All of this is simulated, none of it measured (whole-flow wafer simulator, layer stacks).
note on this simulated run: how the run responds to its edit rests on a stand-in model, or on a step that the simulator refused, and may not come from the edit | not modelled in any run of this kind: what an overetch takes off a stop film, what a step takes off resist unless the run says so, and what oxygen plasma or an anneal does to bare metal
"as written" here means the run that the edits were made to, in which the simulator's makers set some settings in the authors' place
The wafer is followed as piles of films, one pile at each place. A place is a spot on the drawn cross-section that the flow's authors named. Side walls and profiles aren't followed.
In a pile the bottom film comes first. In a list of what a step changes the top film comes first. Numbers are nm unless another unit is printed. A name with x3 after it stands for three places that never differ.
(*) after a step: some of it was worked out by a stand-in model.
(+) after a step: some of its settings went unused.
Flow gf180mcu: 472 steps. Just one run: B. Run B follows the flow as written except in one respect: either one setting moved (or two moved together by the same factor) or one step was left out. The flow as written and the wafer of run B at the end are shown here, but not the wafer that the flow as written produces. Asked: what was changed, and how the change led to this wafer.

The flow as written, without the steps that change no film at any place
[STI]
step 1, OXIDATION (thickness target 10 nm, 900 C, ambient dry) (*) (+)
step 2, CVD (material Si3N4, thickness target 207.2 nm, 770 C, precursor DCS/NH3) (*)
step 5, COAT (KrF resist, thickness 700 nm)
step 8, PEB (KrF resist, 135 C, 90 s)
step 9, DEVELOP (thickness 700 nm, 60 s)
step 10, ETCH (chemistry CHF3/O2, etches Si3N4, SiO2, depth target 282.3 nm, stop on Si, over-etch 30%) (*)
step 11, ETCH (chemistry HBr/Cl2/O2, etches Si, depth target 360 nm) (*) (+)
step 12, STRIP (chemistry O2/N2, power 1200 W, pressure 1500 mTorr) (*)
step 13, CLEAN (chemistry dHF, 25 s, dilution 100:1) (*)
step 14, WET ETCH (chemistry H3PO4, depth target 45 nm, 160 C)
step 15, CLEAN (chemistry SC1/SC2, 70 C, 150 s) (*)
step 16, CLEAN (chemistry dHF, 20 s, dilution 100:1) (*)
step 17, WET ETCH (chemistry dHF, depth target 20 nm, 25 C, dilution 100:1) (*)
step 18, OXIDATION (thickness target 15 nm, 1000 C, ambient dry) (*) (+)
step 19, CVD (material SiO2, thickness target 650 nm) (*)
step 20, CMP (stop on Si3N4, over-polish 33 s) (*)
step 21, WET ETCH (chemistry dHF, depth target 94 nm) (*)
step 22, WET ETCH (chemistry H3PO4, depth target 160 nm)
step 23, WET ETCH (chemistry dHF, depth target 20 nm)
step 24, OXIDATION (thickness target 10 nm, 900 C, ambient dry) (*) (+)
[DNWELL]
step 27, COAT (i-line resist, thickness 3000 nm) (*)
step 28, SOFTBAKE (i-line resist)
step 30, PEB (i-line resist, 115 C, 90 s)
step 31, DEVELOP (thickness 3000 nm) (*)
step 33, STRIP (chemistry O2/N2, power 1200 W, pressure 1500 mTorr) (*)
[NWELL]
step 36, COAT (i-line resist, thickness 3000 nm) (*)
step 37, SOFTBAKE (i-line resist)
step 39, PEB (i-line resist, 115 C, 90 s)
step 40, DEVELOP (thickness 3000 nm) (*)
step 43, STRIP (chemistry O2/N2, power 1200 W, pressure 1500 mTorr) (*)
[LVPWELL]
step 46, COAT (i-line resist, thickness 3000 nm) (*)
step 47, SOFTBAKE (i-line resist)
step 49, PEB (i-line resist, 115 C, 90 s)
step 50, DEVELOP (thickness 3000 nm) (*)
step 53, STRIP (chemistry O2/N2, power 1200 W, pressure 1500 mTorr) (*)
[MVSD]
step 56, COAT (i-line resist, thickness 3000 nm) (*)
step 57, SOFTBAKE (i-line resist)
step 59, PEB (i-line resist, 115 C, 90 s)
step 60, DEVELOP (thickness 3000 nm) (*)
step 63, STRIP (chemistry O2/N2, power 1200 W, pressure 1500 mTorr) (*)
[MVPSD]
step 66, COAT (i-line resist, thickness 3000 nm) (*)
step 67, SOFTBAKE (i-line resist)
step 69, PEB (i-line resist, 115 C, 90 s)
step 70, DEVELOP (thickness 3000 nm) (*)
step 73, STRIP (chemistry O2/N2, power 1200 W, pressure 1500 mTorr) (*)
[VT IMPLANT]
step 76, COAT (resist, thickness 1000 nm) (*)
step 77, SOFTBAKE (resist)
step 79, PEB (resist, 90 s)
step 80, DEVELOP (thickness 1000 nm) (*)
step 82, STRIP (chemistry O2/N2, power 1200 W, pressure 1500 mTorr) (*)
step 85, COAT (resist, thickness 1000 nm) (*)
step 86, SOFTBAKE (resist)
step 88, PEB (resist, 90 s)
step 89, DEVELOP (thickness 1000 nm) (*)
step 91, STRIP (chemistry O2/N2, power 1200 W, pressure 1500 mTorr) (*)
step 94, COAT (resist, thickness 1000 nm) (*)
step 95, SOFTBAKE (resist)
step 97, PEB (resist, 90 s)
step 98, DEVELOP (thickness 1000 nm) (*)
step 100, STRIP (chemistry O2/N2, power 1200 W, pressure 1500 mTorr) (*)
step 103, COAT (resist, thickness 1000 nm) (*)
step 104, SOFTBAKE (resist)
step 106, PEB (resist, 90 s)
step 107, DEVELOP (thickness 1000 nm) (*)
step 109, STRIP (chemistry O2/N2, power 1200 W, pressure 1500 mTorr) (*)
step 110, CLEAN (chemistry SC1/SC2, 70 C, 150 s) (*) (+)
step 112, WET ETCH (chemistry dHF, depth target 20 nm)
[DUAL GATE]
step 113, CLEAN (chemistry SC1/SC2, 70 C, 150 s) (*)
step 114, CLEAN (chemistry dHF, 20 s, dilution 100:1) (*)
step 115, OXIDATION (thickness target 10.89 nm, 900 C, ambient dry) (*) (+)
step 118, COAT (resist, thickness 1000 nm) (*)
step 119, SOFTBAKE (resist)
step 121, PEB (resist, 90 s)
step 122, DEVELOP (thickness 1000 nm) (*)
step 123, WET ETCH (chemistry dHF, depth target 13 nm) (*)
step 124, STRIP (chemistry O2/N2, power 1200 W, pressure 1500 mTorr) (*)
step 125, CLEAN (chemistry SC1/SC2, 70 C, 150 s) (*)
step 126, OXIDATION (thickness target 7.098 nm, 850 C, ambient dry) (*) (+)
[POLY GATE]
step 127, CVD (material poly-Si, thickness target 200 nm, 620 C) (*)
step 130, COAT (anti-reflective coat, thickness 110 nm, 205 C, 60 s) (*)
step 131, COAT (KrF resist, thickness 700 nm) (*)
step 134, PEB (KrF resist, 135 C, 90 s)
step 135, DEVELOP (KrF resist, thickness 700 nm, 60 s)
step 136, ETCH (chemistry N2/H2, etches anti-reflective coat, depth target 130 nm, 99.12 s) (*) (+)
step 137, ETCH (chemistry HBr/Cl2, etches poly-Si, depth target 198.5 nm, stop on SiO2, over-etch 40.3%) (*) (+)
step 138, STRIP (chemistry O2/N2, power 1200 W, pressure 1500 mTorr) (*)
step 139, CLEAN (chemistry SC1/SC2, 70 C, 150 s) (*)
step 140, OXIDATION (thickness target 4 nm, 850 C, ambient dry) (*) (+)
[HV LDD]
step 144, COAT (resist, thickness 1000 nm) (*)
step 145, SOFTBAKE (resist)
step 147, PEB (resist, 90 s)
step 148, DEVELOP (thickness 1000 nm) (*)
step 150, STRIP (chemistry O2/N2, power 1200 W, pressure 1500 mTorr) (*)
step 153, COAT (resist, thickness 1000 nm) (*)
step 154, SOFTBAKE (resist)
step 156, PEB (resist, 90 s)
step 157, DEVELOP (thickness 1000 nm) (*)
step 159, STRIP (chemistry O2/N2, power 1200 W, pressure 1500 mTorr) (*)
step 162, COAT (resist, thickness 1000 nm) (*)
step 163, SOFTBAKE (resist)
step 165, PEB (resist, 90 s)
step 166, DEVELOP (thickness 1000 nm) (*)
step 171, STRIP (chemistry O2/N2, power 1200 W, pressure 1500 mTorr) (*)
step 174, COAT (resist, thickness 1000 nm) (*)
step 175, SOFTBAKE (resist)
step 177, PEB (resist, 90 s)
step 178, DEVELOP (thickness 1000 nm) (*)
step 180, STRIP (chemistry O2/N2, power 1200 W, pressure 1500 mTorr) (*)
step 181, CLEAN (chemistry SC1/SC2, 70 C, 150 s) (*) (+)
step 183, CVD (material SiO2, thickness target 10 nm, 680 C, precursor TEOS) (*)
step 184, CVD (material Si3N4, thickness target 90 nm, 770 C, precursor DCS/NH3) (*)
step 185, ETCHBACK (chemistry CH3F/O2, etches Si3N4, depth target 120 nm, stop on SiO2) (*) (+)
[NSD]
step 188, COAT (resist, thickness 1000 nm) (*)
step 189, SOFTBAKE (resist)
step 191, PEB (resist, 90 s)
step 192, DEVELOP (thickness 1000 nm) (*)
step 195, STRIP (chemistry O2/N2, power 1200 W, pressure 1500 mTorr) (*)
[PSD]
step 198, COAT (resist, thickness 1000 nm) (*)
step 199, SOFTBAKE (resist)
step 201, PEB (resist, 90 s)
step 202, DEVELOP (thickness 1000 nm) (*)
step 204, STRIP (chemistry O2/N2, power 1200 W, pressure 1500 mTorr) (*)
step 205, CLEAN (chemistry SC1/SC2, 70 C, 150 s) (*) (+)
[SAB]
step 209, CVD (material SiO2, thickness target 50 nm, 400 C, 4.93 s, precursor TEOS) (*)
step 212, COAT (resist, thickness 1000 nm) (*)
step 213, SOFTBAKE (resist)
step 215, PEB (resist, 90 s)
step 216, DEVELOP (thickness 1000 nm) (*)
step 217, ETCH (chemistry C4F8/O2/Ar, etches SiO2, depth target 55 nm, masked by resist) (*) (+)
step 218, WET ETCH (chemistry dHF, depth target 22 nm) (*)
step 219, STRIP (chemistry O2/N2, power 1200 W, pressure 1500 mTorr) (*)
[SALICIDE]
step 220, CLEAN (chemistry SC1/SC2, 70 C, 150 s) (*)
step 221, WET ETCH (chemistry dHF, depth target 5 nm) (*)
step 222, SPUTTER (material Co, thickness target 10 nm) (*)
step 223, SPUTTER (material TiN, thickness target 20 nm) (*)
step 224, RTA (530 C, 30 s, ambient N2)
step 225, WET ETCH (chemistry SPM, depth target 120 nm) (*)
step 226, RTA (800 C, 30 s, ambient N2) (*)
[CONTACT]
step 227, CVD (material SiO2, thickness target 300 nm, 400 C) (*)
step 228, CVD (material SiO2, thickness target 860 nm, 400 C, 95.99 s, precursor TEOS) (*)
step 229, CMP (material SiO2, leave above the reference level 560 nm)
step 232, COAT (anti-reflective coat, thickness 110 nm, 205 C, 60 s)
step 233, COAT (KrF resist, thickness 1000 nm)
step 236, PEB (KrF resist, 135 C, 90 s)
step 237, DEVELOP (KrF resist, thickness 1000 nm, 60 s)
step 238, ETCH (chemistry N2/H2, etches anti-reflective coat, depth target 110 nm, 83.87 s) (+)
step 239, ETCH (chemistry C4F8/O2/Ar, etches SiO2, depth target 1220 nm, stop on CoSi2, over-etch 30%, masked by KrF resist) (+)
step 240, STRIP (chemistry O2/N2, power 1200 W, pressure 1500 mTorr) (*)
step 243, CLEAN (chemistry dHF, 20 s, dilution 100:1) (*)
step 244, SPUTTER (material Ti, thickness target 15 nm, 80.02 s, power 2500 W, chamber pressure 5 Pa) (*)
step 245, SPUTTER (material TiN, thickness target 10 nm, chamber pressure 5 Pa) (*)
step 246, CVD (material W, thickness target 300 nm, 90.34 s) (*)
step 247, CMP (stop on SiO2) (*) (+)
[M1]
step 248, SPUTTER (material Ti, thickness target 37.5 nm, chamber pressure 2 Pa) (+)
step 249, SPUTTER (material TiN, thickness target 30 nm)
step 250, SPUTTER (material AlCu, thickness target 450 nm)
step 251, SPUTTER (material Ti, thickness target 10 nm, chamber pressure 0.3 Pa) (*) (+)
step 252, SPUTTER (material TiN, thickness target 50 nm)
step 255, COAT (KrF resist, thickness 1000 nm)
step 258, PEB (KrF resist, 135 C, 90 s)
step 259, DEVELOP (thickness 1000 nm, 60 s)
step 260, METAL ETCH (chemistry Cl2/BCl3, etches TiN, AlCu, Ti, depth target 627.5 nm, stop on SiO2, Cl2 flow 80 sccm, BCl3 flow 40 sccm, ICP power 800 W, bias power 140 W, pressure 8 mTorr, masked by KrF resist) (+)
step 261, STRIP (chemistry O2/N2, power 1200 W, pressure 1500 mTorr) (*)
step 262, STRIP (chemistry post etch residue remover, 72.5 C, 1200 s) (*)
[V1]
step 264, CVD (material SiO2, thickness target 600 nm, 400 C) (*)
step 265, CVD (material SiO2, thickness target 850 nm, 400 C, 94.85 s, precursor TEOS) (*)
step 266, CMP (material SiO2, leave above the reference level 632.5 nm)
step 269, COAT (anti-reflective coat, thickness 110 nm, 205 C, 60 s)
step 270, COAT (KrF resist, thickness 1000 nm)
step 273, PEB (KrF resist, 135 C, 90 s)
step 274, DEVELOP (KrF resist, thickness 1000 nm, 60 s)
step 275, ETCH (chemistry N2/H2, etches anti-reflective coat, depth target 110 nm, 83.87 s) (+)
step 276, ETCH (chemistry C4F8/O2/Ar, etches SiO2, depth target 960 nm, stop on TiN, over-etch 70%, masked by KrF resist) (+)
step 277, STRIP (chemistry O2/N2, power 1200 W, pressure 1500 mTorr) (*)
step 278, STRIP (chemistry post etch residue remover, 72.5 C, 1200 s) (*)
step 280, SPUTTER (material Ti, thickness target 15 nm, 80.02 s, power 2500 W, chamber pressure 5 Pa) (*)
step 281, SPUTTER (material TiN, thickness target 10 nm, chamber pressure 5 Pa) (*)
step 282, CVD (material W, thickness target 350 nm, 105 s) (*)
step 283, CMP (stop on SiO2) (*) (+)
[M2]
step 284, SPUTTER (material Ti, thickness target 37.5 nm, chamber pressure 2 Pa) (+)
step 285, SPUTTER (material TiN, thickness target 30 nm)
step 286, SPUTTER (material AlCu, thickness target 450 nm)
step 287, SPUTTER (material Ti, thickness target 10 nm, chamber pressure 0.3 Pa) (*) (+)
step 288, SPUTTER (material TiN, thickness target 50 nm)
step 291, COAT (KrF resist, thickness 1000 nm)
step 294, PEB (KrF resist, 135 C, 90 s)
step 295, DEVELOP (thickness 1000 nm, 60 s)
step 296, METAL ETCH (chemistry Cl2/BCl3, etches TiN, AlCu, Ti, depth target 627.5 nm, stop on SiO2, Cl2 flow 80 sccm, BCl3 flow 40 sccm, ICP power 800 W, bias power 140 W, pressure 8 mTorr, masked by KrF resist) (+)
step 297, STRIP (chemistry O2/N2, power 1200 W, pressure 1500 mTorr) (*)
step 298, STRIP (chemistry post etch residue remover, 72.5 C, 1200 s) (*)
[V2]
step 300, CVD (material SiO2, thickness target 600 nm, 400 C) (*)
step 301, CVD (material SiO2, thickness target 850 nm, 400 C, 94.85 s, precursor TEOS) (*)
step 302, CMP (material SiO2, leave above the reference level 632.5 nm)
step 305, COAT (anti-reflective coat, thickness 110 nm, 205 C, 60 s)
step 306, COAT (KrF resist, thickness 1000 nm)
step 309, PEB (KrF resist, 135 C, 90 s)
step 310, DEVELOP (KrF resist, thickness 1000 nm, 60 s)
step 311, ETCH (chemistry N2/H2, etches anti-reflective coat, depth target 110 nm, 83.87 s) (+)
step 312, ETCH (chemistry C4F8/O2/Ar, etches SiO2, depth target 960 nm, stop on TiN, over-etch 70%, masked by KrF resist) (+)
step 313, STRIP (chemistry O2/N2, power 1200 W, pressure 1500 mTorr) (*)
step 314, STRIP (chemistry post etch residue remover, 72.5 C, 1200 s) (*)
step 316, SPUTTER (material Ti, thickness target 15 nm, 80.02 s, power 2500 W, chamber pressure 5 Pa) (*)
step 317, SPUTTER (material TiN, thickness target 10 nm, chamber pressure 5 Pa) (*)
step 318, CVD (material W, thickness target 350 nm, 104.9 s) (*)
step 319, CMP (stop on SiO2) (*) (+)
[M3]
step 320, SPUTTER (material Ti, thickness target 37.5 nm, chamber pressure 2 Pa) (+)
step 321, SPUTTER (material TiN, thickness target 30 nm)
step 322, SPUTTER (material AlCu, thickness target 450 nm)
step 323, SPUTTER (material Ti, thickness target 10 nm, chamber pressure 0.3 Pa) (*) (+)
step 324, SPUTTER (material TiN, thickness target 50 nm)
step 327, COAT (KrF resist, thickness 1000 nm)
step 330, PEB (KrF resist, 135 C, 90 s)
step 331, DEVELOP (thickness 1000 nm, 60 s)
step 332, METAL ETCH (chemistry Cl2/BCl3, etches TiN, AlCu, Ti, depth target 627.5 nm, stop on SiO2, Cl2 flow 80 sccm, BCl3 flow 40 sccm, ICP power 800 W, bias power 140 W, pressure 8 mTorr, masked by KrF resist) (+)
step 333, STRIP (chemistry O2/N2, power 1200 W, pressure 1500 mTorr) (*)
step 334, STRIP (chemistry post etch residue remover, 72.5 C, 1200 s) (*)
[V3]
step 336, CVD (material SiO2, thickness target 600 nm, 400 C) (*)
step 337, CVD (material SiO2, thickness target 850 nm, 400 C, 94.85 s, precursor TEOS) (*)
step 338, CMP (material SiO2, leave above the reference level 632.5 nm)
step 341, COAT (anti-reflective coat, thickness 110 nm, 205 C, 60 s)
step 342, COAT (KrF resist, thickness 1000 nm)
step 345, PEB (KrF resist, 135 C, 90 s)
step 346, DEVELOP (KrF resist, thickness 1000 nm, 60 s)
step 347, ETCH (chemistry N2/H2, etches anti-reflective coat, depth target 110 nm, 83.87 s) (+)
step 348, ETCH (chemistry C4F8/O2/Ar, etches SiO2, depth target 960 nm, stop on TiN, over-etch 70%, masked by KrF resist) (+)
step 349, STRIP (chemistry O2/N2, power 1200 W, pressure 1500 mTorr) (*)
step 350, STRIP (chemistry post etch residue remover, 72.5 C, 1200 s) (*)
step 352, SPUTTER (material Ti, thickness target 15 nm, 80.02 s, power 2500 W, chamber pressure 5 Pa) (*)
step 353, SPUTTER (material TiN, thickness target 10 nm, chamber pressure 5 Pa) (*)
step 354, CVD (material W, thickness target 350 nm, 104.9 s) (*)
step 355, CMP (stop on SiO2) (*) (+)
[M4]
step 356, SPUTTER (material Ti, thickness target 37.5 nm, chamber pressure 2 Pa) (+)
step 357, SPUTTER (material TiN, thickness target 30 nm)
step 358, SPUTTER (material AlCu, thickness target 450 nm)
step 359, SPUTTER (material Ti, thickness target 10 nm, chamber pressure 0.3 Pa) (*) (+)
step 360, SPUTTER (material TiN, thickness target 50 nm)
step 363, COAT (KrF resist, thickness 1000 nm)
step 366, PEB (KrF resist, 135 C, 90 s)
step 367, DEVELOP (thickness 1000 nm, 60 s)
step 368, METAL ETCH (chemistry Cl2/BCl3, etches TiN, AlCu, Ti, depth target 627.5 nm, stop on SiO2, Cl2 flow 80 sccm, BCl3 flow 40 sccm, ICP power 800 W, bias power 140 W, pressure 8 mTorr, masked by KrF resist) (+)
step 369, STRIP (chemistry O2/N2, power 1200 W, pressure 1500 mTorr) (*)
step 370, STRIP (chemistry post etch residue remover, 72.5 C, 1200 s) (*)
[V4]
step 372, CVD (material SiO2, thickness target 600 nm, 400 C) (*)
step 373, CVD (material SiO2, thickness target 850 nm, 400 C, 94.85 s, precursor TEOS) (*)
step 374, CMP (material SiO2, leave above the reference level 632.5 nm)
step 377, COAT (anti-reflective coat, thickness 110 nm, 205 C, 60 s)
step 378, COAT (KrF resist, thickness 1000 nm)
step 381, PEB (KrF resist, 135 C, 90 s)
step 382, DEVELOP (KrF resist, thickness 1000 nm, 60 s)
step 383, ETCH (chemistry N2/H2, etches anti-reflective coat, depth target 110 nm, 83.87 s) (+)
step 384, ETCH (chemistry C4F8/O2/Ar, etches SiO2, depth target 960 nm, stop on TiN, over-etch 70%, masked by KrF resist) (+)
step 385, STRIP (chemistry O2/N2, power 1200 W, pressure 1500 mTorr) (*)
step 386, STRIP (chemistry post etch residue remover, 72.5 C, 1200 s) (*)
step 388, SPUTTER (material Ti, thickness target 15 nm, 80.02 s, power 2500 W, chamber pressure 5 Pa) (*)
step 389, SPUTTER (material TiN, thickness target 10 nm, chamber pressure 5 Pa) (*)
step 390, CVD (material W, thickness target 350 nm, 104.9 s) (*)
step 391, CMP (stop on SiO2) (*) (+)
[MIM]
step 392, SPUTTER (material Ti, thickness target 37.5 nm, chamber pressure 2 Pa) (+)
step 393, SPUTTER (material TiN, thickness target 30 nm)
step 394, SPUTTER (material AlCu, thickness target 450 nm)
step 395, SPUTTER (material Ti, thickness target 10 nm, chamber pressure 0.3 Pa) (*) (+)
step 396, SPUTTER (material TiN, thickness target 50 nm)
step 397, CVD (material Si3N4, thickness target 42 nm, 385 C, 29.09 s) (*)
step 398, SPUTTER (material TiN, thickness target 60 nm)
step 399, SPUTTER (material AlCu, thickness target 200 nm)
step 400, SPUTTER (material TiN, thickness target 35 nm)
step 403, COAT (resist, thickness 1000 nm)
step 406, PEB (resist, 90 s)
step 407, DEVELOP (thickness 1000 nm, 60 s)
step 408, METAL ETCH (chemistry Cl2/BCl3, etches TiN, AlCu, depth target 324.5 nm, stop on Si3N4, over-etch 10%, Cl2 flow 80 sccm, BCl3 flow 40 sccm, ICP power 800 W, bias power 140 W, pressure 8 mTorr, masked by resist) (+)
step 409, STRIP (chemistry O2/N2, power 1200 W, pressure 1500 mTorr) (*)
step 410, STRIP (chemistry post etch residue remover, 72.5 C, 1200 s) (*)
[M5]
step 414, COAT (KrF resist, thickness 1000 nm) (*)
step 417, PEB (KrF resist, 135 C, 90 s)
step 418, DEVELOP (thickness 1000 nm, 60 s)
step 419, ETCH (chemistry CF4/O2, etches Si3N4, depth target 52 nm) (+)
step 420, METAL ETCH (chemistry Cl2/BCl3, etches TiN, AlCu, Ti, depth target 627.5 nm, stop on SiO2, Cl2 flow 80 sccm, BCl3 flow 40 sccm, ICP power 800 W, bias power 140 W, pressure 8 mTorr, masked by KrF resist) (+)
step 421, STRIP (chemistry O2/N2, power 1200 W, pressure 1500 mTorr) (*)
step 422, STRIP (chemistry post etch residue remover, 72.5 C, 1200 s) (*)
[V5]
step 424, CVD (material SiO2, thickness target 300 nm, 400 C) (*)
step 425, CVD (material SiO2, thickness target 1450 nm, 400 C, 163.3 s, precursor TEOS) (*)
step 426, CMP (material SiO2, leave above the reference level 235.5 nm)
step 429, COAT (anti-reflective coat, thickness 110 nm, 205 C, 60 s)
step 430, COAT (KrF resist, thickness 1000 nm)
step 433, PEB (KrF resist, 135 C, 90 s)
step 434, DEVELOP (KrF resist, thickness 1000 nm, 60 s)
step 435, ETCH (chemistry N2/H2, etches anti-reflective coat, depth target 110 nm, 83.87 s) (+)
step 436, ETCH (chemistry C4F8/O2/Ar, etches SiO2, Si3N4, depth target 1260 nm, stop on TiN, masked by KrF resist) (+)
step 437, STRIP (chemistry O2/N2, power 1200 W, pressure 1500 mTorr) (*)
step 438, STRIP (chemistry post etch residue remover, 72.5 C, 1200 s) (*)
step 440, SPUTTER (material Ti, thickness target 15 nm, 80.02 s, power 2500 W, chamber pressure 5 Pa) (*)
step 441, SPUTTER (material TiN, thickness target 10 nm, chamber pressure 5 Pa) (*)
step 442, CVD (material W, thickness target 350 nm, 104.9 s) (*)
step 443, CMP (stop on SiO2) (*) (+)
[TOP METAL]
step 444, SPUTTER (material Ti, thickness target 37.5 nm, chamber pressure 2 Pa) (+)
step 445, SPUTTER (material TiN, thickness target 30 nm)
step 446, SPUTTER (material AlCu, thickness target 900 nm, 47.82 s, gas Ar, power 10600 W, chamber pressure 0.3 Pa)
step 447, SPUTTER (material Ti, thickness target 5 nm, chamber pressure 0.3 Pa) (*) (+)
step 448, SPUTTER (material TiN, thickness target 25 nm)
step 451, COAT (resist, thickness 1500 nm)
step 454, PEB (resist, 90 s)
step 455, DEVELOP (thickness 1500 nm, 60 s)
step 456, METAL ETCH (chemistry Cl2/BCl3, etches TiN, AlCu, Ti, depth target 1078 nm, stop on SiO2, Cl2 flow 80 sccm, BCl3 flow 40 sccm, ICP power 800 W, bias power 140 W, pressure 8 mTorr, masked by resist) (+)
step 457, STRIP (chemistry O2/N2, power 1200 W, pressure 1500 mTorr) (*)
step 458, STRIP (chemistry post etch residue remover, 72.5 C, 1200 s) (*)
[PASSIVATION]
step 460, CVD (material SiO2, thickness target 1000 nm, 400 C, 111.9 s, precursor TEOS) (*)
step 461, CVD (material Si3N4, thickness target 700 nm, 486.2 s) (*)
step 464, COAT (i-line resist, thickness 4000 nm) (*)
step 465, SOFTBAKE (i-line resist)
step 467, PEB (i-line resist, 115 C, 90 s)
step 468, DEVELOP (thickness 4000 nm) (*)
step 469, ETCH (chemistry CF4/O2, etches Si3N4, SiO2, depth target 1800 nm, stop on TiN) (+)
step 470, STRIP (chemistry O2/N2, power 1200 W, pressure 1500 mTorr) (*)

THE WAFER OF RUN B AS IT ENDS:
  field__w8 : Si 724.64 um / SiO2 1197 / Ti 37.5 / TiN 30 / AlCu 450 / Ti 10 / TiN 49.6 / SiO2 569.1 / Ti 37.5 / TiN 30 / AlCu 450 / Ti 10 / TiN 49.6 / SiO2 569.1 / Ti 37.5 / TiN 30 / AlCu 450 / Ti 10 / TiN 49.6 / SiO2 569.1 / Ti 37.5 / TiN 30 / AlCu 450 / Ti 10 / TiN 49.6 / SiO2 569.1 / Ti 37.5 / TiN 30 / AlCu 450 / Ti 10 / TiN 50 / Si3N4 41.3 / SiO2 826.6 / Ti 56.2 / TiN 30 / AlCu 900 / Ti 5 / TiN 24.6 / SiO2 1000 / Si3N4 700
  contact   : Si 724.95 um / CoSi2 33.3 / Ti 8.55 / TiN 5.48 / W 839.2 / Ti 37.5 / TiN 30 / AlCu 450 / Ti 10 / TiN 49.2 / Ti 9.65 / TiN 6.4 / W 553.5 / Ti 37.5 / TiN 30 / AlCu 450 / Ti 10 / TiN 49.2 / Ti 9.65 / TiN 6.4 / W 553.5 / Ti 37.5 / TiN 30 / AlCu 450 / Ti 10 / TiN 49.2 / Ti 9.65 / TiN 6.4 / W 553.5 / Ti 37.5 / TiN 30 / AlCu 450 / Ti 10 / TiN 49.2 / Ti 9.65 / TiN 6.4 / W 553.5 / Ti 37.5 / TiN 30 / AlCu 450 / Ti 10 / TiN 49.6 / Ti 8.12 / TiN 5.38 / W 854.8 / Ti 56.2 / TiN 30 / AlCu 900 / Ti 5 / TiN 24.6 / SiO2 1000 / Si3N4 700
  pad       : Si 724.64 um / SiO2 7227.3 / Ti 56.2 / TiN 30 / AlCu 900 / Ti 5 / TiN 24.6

The reason: step 444, SPUTTER: thickness target 56.2 nm was run, whereas the flow has thickness target 37.5 nm.
The wafer itself shows it: field__w8 has Ti 56.2, and step 444 as written asks for 37.5 nm.

The path from the change to this, step by step:
  step 444, SPUTTER (material Ti, thickness target 37.5 nm, chamber pressure 2 Pa) (+)
      field, field__w1, field__w2 and 109 more: Ti gains 56.2 (new film) (as written it would have been: Ti gains 37.5 (new film))
  step 456, METAL ETCH (chemistry Cl2/BCl3, etches TiN, AlCu, Ti, depth target 1078 nm, stop on SiO2, Cl2 flow 80 sccm, BCl3 flow 40 sccm, ICP power 800 W, bias power 140 W, pressure 8 mTorr, masked by resist) (+)
      field, field__w1, field__w2 and 103 more: TiN loses 25 (all of it), Ti loses 5 (all of it), AlCu loses 900 (all of it), TiN loses 30 (all of it), Ti loses 56.2 (all of it) (as written it would have been: TiN loses 25 (all of it), Ti loses 5 (all of it), AlCu loses 900 (all of it), TiN loses 30 (all of it), Ti loses 37.5 (all of it))
  step 465, SOFTBAKE (i-line resist)
      field__w11, field__w13: i-line resist gains 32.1 (as written it would have been: i-line resist gains 37.9)
      field: i-line resist loses 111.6 (as written it would have been: i-line resist loses 120.6)
      (also at 63 further places)
